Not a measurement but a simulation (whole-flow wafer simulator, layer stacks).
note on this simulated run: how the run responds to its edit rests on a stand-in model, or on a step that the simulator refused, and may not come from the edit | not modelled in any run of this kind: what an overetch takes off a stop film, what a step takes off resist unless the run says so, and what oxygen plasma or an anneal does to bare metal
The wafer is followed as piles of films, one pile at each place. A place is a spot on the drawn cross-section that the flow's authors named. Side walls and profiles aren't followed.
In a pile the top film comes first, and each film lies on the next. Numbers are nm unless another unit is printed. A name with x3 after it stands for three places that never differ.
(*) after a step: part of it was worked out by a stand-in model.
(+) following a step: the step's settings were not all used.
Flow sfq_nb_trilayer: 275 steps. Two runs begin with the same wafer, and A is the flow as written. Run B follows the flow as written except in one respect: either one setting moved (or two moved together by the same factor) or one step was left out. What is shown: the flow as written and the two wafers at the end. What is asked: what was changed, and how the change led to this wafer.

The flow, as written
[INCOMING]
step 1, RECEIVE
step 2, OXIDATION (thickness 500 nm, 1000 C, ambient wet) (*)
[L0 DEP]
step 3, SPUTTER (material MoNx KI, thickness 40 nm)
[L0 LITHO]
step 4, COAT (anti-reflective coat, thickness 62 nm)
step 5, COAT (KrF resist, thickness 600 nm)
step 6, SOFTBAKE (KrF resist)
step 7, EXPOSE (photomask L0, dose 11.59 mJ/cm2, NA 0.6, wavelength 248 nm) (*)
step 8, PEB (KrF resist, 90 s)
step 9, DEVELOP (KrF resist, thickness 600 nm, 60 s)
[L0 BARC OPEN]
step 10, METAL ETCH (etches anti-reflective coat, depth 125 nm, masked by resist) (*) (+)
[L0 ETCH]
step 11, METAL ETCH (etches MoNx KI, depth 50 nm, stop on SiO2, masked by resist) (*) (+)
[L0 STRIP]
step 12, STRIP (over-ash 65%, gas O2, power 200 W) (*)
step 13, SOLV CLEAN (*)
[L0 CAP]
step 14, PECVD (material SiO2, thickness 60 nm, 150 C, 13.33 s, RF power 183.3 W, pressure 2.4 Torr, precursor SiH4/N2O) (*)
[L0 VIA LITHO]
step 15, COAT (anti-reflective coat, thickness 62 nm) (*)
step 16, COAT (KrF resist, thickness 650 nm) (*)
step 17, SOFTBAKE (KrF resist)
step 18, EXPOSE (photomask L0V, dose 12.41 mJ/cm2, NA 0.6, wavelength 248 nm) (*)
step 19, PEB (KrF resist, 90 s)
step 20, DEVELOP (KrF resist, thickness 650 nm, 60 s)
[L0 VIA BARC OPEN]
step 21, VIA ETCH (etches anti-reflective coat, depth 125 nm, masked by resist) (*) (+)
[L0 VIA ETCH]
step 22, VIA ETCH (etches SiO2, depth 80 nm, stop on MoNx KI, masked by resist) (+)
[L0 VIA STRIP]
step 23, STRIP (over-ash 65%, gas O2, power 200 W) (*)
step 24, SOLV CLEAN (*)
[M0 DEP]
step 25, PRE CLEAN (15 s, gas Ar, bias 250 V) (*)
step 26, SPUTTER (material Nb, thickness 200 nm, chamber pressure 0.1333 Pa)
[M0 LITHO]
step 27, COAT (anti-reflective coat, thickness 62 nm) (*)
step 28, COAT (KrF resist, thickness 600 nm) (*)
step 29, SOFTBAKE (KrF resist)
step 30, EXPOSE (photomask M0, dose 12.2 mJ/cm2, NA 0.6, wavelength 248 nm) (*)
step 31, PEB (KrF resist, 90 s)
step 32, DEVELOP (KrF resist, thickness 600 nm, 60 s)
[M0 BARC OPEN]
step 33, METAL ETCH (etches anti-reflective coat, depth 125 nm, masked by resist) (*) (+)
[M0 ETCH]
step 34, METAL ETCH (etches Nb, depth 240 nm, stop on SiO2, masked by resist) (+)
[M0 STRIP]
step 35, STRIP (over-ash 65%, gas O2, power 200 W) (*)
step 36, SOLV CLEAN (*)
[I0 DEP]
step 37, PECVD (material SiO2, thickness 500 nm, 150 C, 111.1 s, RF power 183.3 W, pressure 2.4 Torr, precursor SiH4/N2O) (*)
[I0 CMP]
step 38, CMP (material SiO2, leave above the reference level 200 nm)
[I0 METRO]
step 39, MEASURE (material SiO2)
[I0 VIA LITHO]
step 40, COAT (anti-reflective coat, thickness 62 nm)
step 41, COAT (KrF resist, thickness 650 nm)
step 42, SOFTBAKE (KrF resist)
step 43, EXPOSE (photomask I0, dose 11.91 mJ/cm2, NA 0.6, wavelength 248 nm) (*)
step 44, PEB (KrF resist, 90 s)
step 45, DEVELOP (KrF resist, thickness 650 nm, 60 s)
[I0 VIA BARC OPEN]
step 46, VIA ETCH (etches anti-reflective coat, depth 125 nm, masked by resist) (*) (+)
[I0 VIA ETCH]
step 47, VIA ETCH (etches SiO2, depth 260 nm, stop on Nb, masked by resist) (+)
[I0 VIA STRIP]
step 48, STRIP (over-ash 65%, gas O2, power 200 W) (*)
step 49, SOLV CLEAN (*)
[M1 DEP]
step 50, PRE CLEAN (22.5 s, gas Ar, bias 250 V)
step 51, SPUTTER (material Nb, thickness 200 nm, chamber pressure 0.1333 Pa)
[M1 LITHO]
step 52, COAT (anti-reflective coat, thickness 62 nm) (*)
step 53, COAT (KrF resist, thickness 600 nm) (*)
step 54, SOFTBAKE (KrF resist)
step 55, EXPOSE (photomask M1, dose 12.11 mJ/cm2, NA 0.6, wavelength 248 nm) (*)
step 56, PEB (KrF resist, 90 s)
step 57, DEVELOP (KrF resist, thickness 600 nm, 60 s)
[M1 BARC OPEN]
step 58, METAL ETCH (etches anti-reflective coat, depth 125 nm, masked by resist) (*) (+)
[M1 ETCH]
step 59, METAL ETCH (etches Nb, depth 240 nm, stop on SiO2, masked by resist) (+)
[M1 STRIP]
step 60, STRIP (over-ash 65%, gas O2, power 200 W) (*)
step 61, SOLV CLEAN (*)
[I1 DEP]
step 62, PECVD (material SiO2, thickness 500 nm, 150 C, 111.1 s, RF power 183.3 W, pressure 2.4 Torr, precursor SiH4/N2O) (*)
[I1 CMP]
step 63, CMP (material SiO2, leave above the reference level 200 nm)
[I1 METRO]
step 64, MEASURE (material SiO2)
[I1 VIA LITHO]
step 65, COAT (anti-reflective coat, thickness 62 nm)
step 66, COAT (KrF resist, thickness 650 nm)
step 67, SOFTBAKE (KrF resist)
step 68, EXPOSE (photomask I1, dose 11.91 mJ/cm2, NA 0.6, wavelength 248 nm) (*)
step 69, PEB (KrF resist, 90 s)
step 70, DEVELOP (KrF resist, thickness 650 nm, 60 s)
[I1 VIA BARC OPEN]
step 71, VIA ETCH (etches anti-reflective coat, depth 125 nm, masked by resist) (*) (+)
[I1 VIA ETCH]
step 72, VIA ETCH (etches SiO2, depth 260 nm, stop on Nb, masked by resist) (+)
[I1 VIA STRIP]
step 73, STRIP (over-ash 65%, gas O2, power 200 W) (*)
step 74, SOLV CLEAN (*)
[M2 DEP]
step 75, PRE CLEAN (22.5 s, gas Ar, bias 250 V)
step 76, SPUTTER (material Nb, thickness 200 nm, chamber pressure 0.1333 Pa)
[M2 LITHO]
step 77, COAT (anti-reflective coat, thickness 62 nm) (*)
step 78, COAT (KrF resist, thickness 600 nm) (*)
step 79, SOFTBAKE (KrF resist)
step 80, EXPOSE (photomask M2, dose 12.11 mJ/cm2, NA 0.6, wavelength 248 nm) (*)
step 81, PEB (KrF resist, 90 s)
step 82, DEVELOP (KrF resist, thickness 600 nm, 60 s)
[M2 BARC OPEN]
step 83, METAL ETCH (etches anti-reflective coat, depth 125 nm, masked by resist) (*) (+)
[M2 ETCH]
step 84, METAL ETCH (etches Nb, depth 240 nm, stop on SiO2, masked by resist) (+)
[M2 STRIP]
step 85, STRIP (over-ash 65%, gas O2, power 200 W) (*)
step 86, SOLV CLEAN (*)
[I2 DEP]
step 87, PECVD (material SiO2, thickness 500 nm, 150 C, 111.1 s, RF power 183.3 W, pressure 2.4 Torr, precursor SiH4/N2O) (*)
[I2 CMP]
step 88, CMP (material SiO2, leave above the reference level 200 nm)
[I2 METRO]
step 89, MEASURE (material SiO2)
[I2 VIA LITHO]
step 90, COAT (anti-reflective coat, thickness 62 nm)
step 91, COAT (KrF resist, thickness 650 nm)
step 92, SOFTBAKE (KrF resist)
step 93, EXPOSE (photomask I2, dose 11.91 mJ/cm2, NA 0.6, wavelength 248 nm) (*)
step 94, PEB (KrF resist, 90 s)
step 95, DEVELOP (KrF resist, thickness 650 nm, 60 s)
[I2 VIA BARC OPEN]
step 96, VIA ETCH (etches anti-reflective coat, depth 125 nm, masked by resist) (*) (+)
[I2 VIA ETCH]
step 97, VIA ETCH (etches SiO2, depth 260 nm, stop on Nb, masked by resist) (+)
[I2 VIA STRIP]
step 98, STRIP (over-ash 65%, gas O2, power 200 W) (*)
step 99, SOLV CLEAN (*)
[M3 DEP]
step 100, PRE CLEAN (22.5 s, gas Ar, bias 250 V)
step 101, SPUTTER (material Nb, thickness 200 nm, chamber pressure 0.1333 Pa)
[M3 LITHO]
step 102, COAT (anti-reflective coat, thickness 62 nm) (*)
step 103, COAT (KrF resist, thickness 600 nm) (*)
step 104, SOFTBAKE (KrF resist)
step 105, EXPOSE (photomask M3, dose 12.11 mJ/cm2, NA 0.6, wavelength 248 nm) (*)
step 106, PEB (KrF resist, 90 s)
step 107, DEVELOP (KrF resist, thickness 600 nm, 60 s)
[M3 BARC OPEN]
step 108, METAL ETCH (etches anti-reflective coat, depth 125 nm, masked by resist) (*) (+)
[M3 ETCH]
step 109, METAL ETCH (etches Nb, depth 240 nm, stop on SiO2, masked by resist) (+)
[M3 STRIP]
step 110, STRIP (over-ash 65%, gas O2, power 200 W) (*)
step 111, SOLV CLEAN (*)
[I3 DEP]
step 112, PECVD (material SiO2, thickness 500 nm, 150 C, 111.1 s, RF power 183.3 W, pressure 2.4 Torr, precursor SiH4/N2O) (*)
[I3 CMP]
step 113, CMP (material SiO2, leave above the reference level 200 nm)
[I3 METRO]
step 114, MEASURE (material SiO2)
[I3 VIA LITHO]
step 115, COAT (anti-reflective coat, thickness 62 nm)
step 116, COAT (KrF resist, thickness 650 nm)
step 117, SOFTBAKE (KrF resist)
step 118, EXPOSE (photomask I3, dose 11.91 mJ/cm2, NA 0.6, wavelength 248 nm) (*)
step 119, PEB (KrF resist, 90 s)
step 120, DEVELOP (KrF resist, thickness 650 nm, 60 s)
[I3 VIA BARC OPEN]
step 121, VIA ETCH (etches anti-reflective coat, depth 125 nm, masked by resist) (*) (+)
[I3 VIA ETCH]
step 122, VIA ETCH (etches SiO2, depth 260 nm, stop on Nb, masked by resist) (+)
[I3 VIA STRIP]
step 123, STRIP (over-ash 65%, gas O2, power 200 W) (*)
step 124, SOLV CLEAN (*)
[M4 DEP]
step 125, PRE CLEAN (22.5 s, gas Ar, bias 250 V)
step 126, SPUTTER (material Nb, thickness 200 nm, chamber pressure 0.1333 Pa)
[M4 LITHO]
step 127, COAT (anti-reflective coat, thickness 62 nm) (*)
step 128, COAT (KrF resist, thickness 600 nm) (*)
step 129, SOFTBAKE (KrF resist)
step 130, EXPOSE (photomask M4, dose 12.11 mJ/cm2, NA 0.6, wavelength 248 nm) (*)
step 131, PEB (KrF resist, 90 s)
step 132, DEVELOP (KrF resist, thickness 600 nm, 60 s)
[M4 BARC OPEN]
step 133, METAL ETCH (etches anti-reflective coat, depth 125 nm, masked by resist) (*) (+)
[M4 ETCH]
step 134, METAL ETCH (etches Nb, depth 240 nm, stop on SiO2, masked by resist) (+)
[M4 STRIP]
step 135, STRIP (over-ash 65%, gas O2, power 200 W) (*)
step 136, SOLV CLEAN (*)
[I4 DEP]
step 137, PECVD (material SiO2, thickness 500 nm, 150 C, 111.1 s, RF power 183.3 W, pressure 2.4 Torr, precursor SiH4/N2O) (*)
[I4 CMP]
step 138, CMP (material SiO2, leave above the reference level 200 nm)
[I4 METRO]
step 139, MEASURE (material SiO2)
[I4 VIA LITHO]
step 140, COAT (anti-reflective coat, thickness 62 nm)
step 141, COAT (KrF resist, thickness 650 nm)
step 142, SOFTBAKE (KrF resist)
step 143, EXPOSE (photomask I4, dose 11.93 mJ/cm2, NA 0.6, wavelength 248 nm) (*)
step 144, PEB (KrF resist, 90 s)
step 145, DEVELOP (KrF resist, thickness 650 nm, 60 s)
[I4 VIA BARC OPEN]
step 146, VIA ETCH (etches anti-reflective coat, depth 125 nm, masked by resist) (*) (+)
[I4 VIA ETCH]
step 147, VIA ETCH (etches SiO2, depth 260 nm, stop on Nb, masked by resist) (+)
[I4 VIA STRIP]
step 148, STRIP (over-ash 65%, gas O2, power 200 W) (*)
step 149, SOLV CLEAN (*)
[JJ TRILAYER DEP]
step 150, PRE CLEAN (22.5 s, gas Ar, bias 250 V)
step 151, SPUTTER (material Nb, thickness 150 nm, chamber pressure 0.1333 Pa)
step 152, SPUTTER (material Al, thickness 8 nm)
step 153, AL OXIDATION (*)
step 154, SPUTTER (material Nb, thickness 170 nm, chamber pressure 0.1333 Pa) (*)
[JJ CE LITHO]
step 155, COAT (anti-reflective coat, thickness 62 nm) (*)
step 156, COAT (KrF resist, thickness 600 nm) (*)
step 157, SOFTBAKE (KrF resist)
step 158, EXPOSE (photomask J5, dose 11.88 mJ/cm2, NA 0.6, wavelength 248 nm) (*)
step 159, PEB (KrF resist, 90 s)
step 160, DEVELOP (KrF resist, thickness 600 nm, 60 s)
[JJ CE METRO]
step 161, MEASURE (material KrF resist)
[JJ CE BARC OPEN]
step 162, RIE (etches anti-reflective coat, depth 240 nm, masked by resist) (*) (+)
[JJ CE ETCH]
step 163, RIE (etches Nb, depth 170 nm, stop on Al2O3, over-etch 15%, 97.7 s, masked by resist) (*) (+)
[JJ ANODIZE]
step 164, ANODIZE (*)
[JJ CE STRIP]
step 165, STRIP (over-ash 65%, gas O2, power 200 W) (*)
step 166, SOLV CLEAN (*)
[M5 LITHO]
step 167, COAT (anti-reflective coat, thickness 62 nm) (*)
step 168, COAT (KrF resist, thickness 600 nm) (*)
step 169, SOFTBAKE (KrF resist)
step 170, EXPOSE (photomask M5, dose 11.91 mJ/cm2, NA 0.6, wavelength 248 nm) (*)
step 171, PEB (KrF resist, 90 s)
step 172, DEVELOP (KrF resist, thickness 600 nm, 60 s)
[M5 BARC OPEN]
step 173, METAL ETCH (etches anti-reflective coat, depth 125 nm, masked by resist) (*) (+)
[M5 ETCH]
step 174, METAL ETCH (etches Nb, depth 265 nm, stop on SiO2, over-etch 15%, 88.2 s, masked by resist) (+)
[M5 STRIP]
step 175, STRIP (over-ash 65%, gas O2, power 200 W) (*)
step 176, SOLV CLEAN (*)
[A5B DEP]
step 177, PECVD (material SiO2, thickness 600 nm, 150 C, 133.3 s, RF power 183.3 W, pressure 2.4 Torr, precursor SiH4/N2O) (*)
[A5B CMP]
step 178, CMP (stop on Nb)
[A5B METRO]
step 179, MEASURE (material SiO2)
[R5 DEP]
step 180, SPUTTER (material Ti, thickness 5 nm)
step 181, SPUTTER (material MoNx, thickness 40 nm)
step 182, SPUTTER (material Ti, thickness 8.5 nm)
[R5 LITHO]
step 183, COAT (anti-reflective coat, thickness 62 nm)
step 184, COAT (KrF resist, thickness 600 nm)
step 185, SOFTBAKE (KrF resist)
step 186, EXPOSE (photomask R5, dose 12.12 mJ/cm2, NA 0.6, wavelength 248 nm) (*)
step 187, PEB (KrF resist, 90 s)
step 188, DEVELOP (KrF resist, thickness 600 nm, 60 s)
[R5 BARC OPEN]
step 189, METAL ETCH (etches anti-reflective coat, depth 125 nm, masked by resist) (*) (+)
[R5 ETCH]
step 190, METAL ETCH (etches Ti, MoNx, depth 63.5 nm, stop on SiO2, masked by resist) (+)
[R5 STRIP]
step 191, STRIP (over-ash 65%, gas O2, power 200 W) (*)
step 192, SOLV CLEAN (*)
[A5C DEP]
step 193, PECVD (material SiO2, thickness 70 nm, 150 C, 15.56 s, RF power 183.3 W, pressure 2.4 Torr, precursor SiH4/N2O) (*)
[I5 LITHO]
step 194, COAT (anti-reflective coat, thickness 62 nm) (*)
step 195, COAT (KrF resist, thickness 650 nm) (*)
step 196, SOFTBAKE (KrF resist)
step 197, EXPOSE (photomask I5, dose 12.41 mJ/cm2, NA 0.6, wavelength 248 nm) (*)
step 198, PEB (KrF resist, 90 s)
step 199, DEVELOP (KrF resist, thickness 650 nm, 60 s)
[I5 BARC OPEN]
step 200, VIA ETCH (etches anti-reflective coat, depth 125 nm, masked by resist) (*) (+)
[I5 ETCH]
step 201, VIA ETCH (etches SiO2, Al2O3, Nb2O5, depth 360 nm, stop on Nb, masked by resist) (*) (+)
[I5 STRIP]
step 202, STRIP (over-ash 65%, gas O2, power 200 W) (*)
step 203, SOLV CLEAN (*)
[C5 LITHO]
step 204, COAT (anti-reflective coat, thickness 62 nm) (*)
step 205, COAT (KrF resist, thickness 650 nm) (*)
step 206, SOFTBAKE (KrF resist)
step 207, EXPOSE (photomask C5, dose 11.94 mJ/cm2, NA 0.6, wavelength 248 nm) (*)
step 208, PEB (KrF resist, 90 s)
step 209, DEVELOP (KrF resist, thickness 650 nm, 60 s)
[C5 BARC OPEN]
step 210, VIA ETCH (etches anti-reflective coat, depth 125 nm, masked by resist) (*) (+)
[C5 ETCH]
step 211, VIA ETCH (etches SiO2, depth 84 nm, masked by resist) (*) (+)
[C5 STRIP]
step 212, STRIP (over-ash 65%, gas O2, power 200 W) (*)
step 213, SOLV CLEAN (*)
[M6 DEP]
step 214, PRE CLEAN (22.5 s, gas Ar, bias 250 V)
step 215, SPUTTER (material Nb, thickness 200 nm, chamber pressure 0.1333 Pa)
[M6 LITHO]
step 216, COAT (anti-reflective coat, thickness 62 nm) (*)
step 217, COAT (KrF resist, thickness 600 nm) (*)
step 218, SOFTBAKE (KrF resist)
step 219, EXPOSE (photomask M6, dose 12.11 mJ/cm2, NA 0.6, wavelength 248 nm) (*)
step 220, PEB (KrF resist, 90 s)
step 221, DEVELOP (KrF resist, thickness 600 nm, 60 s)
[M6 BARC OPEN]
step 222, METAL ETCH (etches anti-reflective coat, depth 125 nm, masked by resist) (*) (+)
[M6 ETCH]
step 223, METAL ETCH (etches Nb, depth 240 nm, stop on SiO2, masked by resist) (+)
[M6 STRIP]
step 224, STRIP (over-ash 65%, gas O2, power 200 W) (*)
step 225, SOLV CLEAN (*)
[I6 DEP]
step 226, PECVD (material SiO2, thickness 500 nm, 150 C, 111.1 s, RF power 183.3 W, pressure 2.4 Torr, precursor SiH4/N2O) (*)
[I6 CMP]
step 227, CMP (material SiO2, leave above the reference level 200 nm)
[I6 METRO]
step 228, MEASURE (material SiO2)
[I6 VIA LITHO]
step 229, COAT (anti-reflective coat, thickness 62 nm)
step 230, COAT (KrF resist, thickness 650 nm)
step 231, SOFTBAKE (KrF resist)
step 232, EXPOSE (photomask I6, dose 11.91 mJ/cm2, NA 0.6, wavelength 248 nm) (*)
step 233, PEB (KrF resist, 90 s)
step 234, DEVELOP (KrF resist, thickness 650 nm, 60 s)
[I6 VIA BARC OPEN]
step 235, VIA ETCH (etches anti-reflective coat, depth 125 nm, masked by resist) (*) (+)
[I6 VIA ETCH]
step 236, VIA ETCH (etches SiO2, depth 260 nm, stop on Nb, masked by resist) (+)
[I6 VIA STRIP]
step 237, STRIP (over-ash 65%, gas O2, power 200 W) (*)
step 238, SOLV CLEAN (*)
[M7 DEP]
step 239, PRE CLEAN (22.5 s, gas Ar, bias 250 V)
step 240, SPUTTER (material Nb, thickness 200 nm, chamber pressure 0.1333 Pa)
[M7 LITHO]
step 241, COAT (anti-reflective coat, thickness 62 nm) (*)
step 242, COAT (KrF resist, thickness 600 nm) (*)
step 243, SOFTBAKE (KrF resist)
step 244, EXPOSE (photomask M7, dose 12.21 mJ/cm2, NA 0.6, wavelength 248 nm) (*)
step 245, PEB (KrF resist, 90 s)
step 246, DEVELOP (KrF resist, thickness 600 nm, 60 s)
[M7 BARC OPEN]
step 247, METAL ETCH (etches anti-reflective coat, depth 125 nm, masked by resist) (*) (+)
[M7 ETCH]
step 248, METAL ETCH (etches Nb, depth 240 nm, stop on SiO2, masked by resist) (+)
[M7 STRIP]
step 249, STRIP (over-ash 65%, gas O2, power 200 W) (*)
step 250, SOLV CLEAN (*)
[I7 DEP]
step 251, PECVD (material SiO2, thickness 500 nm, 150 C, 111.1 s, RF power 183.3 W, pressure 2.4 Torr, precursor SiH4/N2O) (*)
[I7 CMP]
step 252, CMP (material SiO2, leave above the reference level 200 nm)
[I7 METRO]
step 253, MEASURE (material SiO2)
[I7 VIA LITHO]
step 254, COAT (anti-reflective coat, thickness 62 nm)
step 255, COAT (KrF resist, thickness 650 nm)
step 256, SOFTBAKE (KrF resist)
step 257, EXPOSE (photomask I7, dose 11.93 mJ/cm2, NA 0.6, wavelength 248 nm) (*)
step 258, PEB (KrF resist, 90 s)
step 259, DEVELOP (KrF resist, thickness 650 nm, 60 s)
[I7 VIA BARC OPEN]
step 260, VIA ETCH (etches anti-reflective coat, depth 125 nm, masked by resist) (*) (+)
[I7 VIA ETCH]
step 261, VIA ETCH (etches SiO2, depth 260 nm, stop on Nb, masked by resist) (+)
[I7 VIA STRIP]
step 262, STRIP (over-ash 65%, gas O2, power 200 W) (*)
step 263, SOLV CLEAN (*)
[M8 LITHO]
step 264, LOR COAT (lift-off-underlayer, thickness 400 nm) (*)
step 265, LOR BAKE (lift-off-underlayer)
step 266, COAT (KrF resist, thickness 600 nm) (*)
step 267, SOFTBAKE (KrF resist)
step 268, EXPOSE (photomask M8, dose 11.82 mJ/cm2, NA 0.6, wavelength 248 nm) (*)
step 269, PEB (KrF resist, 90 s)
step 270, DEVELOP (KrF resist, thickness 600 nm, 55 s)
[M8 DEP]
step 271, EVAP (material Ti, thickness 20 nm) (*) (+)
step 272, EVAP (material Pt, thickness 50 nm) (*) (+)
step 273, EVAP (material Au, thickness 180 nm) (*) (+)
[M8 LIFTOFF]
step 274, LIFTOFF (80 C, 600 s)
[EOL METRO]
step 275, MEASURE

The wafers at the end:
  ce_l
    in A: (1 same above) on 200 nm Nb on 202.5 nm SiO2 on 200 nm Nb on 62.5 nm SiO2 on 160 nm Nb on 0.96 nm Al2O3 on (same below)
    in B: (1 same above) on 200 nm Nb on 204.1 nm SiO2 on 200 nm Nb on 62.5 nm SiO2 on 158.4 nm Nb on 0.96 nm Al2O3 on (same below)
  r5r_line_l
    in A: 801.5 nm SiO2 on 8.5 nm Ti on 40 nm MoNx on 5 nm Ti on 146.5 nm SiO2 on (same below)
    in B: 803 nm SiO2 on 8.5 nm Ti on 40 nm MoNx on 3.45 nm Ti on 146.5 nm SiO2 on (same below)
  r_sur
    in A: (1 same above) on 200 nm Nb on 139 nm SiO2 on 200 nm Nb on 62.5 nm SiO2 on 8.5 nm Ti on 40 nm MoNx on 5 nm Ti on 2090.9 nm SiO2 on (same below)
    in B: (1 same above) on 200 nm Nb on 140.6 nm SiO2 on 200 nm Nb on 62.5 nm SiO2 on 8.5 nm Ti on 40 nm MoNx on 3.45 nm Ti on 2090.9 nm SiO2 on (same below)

What caused this: step 180, SPUTTER: thickness 3.45 nm was run, whereas the flow has thickness 5 nm.
The wafer itself shows it: r5r_line_l has Ti 3.45, and step 180 as written asks for 5 nm.

Step by step, how the change led to this:
  step 180, SPUTTER (material Ti, thickness 5 nm)
      field_l, v_sur, via_wl and 103 more: A +5 Ti (new film) | B +3.45 Ti (new film)
  step 190, METAL ETCH (etches Ti, MoNx, depth 63.5 nm, stop on SiO2, masked by resist) (+)
      field_l, v_sur, via_wl and 92 more: A -8.5 Ti (all of it), -40 MoNx (all of it), -5 Ti (all of it) | B -8.5 Ti (all of it), -40 MoNx (all of it), -3.45 Ti (all of it)
      ce_l, c5j, ce_r, wl_jj: A -8.5 Ti (all of it), -40 MoNx (all of it), -5 Ti (all of it), -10 Nb | B -8.5 Ti (all of it), -40 MoNx (all of it), -3.45 Ti (all of it), -11.6 Nb
